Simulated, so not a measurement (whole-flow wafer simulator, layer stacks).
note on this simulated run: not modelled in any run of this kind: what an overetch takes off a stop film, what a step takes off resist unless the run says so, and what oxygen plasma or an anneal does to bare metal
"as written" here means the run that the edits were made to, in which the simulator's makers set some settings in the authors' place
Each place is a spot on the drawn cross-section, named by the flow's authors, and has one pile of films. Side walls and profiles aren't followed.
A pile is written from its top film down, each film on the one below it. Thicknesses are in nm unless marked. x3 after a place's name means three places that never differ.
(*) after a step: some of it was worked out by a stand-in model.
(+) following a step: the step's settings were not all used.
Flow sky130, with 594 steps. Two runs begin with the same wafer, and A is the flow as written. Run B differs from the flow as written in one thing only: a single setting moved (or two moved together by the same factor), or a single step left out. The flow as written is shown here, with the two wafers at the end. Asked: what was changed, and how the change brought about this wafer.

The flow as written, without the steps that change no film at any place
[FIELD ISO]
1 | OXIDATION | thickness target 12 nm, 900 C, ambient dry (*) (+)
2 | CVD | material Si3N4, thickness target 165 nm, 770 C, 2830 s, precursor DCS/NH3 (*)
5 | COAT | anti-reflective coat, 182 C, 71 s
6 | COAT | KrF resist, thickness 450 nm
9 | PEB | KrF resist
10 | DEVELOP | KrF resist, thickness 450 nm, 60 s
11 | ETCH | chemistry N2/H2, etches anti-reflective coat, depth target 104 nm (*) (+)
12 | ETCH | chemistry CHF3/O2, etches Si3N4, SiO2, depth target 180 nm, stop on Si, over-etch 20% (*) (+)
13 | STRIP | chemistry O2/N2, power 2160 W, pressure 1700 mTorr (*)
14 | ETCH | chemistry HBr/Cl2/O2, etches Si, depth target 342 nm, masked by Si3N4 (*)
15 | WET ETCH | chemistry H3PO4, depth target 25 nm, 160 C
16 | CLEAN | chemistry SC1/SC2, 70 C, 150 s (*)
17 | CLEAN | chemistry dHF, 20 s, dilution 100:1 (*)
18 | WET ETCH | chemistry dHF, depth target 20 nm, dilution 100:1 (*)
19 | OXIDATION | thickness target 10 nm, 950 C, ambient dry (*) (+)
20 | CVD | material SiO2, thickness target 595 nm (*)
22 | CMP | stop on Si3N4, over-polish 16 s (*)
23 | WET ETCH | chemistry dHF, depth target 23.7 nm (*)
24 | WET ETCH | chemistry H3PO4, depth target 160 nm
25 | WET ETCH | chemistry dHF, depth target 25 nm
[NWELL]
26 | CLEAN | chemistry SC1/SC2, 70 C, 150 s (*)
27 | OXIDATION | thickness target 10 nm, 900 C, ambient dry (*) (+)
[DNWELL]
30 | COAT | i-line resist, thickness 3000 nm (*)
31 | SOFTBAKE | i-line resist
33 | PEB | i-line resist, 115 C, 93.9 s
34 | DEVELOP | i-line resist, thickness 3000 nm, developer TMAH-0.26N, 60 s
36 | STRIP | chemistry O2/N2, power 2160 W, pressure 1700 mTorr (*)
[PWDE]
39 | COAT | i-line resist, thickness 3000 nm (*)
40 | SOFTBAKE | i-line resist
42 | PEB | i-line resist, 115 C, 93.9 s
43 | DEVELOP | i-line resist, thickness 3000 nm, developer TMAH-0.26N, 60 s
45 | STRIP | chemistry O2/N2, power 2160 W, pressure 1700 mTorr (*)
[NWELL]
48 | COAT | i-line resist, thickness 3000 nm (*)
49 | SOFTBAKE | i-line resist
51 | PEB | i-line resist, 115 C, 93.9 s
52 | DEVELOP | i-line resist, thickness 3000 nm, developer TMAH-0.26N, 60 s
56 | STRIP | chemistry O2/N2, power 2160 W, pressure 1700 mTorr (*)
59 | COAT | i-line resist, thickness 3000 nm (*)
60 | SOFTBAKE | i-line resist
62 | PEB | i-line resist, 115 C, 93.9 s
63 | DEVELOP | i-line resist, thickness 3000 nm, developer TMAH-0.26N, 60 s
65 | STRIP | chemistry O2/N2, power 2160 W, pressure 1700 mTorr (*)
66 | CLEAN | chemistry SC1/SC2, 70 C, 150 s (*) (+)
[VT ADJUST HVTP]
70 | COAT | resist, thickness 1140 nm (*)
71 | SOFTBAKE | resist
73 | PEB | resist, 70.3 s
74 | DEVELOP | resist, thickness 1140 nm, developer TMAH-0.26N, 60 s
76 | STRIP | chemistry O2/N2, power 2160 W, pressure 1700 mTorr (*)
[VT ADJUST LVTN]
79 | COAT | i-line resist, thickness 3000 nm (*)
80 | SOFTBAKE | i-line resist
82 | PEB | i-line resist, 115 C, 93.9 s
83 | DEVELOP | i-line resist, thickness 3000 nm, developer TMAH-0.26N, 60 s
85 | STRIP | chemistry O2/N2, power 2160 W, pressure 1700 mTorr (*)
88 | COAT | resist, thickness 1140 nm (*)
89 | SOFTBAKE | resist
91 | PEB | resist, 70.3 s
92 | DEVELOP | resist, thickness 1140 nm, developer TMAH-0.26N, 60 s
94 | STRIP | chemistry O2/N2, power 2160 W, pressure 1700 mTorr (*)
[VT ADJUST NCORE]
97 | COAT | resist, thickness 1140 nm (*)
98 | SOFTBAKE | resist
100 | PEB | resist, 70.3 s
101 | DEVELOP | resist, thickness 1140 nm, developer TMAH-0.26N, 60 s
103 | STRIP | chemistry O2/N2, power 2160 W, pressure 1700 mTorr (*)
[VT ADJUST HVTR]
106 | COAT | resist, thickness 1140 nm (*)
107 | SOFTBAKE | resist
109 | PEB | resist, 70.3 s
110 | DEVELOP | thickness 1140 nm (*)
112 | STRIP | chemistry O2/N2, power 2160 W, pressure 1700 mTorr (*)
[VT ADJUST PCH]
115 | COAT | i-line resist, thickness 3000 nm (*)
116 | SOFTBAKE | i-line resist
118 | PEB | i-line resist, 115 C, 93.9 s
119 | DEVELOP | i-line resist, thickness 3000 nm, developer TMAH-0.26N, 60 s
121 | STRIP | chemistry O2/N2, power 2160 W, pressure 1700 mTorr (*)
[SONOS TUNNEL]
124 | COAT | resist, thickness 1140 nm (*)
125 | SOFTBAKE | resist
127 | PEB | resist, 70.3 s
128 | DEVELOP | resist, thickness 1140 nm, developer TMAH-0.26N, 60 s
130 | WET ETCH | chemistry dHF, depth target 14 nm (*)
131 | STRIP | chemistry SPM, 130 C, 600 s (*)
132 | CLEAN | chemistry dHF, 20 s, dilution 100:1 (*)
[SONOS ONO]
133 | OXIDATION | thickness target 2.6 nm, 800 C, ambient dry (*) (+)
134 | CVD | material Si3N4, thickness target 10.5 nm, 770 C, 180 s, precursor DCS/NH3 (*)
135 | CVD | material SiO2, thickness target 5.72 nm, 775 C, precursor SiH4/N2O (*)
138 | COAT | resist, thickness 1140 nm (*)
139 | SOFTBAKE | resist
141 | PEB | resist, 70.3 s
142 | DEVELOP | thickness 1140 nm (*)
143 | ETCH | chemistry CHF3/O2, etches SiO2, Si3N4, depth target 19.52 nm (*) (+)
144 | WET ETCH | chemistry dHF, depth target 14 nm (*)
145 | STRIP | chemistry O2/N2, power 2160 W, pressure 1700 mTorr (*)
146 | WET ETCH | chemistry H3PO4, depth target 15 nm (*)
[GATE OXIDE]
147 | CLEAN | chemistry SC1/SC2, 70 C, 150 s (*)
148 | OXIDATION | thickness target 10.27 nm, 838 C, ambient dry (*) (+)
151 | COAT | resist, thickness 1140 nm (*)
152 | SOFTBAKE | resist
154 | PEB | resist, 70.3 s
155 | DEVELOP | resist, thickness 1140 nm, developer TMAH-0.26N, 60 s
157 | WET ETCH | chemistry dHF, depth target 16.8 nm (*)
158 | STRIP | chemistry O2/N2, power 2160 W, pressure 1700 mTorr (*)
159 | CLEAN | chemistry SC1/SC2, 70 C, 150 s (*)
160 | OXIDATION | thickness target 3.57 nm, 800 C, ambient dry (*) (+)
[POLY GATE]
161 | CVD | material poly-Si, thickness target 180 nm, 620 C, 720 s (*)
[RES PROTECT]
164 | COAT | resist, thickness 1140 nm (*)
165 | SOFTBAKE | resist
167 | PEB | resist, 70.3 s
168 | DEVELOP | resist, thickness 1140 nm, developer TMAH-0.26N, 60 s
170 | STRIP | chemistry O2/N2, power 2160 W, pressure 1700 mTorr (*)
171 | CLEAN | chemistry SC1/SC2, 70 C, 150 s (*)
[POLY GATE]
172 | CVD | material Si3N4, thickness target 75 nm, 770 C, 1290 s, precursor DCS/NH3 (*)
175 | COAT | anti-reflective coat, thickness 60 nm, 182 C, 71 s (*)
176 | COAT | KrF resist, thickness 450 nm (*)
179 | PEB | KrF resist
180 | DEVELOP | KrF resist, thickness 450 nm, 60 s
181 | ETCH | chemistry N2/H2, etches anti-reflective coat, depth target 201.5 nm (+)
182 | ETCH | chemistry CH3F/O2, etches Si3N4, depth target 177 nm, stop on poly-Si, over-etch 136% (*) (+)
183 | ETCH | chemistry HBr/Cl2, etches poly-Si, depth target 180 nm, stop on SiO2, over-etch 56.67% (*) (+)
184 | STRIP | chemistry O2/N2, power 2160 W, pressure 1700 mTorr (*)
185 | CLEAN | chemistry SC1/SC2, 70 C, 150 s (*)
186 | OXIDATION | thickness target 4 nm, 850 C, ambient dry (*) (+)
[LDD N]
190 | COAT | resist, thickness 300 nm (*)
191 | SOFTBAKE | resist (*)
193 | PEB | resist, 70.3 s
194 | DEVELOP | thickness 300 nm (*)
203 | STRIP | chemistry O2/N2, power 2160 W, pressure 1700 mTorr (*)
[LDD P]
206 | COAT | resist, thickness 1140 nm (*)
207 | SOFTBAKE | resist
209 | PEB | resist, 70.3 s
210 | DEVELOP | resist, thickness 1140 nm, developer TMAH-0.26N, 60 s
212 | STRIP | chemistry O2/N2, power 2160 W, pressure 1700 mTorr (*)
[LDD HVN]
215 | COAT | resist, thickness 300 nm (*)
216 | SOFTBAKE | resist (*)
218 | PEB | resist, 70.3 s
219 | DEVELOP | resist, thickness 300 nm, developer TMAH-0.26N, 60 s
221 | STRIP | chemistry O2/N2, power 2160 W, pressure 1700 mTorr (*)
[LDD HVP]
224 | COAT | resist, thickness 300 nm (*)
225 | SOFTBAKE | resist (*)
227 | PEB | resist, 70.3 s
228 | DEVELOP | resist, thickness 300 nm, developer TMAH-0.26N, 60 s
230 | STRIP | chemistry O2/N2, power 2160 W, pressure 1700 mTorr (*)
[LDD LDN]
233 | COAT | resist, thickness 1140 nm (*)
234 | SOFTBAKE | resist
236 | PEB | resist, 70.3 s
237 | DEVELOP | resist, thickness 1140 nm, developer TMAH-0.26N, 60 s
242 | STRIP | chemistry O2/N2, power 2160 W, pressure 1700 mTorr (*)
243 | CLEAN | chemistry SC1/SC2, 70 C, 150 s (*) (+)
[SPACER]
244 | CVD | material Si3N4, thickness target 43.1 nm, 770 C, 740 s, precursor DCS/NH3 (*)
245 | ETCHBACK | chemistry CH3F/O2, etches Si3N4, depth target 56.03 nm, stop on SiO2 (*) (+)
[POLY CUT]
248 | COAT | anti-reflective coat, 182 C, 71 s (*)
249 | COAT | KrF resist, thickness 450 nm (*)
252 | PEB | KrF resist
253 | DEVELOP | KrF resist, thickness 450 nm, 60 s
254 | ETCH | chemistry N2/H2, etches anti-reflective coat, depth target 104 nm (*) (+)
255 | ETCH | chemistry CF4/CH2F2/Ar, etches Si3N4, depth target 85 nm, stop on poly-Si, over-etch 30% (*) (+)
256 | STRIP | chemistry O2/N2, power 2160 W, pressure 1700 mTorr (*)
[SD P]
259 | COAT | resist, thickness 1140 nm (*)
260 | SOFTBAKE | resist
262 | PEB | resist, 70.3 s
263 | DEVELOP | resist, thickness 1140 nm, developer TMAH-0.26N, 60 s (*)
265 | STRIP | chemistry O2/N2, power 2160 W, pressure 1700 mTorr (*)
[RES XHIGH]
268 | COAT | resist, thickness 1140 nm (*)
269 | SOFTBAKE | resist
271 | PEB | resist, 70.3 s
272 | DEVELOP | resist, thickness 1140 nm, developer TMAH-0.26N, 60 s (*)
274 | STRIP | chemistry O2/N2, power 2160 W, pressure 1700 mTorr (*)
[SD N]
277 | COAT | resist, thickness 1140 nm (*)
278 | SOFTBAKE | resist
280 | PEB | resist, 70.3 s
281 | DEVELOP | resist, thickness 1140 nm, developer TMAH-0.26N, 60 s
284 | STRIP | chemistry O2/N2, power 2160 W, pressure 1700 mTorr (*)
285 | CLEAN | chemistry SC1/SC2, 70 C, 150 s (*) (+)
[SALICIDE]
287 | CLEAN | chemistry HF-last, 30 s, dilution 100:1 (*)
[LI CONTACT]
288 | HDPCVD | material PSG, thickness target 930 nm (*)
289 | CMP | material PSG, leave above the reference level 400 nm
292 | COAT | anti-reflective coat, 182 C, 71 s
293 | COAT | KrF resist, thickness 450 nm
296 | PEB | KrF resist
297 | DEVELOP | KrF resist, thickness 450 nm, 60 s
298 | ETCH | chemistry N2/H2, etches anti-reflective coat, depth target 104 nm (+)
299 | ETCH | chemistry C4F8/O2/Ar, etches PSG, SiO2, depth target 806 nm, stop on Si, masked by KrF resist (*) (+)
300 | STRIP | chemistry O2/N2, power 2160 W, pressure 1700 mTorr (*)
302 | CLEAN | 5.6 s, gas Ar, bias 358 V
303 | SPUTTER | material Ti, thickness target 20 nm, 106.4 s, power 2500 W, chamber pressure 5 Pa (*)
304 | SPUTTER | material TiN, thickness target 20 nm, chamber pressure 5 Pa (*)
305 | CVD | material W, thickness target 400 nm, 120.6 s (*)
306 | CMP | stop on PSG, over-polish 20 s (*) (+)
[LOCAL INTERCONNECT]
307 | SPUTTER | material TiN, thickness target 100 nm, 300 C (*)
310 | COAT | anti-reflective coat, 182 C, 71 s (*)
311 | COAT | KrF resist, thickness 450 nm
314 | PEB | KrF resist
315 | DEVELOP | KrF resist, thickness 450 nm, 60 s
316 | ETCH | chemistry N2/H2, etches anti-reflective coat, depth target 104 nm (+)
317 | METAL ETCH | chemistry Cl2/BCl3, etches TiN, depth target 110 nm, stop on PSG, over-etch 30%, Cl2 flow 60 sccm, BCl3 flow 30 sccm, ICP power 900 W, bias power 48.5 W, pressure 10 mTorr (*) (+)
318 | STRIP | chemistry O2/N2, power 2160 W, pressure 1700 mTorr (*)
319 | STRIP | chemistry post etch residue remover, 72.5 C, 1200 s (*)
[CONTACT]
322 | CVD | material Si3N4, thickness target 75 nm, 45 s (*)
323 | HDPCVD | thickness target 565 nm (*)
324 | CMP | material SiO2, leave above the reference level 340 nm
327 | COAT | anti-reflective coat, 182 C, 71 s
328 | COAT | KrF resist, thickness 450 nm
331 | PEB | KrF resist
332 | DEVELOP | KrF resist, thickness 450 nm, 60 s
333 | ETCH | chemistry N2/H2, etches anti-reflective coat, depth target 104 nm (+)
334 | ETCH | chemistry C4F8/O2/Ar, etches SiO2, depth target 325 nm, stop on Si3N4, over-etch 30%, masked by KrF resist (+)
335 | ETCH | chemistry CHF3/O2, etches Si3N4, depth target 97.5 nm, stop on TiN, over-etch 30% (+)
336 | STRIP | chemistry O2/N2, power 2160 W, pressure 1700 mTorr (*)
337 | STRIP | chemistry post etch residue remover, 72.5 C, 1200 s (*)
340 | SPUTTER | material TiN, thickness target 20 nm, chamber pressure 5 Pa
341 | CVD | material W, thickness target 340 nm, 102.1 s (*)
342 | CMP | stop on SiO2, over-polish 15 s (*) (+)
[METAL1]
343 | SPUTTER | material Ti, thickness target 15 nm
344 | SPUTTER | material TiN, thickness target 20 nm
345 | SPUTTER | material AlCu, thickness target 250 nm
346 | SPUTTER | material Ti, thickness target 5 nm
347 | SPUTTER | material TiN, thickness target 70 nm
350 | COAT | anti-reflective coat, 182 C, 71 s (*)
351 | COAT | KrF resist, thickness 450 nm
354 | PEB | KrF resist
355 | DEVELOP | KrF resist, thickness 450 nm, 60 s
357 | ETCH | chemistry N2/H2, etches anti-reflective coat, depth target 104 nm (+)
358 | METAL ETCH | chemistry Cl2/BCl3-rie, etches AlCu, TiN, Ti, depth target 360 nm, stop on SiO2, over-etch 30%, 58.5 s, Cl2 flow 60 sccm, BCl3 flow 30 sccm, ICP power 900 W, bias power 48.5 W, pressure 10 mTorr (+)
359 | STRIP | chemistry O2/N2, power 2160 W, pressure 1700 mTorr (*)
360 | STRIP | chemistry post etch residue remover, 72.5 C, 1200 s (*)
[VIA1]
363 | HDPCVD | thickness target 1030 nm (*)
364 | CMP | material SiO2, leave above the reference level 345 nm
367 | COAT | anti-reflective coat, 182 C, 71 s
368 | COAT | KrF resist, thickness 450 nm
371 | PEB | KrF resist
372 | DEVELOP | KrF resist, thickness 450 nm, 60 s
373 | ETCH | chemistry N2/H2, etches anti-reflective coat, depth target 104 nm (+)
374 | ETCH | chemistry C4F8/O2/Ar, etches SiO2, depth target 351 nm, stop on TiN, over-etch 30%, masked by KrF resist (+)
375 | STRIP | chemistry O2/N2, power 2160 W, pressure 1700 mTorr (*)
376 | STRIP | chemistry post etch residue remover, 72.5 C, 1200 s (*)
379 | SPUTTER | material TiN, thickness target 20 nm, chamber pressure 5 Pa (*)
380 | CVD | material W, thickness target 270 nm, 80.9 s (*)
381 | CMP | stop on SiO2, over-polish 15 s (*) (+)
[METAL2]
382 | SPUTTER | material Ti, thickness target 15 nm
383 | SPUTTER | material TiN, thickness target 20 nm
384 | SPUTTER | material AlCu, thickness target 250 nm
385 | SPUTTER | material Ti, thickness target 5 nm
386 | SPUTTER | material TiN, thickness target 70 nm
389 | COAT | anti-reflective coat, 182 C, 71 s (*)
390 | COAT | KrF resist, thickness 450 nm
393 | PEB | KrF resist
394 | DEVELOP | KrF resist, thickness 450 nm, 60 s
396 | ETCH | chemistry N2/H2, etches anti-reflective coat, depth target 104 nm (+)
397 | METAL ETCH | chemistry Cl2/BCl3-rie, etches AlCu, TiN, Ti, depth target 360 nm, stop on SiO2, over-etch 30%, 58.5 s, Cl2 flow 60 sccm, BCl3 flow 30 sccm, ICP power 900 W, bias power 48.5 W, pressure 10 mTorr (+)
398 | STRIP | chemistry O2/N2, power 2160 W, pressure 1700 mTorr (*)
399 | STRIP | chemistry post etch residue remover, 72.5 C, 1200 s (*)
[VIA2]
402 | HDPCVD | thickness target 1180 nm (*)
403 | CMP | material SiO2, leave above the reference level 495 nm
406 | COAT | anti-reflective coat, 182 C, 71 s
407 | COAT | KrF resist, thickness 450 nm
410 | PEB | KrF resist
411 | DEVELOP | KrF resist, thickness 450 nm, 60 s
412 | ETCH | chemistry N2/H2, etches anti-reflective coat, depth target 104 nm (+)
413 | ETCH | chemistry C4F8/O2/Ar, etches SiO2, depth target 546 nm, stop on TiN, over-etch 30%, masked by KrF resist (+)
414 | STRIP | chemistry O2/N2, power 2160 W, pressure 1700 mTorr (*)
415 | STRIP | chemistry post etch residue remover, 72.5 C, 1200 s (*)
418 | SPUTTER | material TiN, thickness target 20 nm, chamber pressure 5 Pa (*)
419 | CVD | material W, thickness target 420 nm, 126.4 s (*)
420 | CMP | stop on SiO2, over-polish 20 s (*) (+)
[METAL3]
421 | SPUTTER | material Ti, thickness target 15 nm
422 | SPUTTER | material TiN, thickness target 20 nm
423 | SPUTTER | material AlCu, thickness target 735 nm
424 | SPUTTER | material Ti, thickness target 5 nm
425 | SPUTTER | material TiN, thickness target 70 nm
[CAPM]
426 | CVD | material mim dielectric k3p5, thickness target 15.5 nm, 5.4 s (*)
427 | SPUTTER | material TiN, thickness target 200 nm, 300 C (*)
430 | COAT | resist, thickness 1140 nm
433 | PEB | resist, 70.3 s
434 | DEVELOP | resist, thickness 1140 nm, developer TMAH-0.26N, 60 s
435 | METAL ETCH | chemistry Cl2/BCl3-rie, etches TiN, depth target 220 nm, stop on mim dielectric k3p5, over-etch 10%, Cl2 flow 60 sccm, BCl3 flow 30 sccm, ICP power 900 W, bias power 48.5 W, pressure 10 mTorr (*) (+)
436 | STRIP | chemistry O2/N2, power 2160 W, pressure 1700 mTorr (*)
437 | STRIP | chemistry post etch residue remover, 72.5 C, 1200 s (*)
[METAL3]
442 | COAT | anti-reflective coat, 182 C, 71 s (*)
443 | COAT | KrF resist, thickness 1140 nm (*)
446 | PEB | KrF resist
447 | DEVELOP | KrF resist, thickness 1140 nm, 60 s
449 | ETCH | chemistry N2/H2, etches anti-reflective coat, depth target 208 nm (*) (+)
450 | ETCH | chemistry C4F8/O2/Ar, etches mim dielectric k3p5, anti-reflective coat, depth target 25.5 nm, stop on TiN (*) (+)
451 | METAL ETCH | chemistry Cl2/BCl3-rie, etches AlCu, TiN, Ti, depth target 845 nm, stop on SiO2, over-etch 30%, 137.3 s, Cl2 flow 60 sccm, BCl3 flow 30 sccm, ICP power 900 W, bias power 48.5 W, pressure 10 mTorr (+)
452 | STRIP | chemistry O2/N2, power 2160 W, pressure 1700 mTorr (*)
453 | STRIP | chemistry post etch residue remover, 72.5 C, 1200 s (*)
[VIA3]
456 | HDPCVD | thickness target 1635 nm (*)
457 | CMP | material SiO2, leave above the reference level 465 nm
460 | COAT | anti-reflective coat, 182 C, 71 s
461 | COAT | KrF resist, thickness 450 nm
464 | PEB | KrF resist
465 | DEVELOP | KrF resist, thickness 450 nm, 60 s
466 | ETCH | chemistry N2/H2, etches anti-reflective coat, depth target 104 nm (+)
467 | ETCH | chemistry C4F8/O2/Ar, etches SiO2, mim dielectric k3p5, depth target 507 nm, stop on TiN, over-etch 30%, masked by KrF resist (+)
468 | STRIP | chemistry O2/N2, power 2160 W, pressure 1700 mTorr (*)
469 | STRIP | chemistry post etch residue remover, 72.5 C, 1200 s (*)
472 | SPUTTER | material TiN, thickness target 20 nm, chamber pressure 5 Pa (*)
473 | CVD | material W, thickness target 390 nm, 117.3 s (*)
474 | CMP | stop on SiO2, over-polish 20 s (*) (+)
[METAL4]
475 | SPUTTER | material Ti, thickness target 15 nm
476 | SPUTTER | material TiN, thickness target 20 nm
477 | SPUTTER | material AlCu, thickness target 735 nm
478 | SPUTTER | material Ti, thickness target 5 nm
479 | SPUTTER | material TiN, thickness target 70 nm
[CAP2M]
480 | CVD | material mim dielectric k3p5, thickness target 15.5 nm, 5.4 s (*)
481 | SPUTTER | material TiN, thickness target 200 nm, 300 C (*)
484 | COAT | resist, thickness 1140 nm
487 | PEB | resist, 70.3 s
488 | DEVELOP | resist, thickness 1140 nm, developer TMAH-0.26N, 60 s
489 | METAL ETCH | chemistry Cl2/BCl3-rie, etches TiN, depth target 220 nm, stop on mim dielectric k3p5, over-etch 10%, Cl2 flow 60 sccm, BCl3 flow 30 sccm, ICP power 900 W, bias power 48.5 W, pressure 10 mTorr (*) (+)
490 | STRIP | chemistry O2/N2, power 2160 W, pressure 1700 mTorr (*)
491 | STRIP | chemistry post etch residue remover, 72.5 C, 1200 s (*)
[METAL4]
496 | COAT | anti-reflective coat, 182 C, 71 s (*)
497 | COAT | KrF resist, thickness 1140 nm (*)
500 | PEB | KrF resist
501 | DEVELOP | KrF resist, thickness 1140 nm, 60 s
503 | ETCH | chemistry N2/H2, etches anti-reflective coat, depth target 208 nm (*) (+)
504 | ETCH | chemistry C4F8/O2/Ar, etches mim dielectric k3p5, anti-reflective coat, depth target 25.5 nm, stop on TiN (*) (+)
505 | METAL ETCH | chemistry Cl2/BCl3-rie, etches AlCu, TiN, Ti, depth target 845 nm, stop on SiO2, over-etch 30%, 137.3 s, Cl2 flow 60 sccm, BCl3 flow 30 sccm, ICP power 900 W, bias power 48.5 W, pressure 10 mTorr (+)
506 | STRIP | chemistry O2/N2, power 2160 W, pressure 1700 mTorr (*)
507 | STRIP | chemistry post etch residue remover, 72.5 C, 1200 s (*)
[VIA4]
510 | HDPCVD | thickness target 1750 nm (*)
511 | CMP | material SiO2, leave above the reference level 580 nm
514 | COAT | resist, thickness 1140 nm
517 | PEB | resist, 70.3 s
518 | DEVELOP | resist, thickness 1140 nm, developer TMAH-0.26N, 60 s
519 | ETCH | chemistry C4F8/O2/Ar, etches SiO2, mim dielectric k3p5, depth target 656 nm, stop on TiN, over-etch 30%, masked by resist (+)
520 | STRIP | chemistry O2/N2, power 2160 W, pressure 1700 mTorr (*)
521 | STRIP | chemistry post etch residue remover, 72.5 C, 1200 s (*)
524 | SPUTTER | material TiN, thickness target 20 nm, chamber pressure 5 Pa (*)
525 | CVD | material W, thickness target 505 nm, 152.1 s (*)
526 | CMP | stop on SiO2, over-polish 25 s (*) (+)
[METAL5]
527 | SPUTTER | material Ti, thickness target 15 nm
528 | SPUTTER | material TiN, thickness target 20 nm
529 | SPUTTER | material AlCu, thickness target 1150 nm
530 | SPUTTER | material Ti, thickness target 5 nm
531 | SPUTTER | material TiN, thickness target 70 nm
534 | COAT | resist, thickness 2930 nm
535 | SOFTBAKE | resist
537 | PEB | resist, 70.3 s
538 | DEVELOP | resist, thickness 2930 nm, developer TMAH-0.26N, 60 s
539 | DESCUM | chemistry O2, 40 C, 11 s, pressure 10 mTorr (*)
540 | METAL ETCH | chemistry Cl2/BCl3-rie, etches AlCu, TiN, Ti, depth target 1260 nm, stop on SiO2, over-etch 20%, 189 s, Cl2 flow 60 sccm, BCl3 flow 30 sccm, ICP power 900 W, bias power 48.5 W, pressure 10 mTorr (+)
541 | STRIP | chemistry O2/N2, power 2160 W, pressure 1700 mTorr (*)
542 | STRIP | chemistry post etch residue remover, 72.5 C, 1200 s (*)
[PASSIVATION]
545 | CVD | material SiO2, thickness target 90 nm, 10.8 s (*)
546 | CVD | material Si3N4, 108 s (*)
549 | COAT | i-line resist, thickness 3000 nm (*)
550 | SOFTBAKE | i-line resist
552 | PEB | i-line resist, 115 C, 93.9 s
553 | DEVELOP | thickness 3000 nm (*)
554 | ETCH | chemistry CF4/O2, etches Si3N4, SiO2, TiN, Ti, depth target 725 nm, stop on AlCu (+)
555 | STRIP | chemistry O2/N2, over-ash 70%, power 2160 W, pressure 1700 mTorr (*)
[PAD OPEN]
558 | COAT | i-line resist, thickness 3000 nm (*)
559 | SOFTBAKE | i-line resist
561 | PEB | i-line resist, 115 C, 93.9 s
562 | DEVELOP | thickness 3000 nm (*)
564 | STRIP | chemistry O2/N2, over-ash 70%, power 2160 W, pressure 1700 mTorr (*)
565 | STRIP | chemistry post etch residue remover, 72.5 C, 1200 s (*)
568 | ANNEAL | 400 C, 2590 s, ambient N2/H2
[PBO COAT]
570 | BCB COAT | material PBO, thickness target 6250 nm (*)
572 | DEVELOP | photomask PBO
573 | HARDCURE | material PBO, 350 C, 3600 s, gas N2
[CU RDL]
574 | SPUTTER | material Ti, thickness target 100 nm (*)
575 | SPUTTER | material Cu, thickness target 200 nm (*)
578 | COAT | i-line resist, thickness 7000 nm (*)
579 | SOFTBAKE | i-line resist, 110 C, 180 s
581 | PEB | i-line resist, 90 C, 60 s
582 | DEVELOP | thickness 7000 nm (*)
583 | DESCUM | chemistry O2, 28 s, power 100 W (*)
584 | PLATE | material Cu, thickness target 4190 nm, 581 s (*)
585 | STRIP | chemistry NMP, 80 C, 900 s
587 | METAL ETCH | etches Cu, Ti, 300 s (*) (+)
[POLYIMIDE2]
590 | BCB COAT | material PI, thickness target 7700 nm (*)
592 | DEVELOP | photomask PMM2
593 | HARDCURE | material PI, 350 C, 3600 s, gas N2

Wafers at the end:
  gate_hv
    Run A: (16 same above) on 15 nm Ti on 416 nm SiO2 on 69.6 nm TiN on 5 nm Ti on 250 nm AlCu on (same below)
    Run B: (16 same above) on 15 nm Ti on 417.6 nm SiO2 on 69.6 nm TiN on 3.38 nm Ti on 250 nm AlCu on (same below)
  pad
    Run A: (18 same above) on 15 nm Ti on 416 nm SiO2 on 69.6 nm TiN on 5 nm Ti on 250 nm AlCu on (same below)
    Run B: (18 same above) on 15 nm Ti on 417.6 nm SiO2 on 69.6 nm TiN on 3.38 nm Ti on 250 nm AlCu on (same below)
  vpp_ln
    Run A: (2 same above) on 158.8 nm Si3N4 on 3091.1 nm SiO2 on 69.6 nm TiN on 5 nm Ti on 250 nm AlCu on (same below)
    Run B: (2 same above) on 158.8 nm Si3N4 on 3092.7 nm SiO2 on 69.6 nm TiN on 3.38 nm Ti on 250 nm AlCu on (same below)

What caused this: step 385, SPUTTER: thickness target 3.38 nm was run, though the flow has thickness target 5 nm.
The wafer lets one read it off: gate_hv has Ti 3.38, and step 385 as written asks for 5 nm.

How this came from the change, step by step:
  385 | SPUTTER | material Ti, thickness target 5 nm
      field, active, n_well and 188 more: A Ti gains 5 (new film) | B Ti gains 3.38 (new film)
  397 | METAL ETCH | chemistry Cl2/BCl3-rie, etches AlCu, TiN, Ti, depth target 360 nm, stop on SiO2, over-etch 30%, 58.5 s, Cl2 flow 60 sccm, BCl3 flow 30 sccm, ICP power 900 W, bias power 48.5 W, pressure 10 mTorr (+)
      field, active, gate and 82 more: A TiN loses 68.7 (all of it), Ti loses 5 (all of it), AlCu loses 250 (all of it), TiN loses 20 (all of it), Ti loses 15 (all of it), SiO2 loses 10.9 | B TiN loses 68.7 (all of it), Ti loses 3.38 (all of it), AlCu loses 250 (all of it), TiN loses 20 (all of it), Ti loses 15 (all of it), SiO2 loses 11.1
